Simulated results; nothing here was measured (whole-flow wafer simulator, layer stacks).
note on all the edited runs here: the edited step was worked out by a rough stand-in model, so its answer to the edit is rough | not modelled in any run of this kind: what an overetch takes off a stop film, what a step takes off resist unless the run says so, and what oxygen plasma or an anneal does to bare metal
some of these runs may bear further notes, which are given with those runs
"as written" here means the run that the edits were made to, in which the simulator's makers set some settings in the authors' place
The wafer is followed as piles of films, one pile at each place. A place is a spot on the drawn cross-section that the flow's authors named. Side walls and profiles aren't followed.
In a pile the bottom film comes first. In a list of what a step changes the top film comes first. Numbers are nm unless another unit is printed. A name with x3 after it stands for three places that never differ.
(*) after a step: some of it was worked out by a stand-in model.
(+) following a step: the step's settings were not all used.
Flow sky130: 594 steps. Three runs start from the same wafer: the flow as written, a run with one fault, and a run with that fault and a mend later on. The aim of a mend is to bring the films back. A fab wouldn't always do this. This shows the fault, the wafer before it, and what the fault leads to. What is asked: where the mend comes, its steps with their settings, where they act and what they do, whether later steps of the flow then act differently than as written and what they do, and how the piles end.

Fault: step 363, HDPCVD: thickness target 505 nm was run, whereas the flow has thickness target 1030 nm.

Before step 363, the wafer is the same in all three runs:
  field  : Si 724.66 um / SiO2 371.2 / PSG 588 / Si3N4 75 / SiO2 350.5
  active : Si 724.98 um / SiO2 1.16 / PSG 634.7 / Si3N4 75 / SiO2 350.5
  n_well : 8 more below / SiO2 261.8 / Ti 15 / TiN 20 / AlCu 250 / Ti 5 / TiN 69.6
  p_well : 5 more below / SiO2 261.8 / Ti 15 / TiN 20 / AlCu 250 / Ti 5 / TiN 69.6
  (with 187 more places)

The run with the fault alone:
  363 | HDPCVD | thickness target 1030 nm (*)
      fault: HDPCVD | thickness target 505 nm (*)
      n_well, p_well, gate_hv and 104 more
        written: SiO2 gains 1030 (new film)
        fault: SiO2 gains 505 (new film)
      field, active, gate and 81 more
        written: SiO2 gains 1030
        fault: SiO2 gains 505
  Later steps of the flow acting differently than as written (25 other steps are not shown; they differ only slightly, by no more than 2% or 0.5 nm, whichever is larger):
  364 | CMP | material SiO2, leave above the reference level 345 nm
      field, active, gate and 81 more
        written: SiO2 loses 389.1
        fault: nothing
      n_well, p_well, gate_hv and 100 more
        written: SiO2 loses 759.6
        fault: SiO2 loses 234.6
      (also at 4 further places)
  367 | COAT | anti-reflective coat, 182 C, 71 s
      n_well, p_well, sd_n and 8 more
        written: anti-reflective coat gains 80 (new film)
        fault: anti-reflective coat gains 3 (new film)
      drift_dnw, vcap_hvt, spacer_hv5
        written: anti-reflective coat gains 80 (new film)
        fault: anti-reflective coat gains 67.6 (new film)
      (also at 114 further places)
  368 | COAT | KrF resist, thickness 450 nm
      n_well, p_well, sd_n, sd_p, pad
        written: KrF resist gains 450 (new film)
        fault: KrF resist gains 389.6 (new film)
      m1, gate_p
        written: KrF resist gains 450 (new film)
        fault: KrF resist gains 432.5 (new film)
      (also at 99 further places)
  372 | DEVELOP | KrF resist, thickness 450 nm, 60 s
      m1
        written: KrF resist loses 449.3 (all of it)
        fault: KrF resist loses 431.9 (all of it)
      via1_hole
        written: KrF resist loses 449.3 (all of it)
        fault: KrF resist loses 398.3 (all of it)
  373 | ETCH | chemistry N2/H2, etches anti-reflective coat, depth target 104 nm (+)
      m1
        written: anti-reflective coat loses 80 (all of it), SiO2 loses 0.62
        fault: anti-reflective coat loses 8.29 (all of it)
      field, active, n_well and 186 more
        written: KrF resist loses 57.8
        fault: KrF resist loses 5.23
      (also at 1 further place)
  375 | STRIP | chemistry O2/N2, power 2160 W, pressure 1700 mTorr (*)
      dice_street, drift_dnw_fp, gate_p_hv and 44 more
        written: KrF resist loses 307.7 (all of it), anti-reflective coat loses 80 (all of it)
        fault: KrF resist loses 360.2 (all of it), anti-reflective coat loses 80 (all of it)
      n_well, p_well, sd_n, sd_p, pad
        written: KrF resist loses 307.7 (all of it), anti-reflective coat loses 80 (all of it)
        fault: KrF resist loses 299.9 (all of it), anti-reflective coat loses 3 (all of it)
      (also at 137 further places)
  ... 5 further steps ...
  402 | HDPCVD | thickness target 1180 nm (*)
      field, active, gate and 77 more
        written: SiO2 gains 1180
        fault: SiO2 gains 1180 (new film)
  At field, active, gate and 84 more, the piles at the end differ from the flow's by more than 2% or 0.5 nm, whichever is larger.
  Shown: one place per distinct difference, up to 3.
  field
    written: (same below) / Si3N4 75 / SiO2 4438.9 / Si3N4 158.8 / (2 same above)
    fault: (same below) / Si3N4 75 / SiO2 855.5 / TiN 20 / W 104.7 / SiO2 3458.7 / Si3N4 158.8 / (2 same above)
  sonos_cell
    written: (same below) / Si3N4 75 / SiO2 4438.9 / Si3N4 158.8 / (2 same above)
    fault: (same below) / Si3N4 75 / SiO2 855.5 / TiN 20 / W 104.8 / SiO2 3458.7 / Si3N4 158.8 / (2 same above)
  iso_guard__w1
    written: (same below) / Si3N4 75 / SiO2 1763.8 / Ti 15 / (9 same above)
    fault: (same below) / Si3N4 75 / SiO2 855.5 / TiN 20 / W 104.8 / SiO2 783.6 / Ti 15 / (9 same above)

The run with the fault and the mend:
  The mend stands after step 363.
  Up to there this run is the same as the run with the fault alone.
  363a | HDPCVD | thickness target 525 nm (*) (the flow's step 363 again, with other settings)
      field, active, n_well and 188 more
        SiO2 gains 525
  Every later step of the flow that is run acts as written at every place that is followed.
  At every place that both follow, the piles at the end match the flow's.
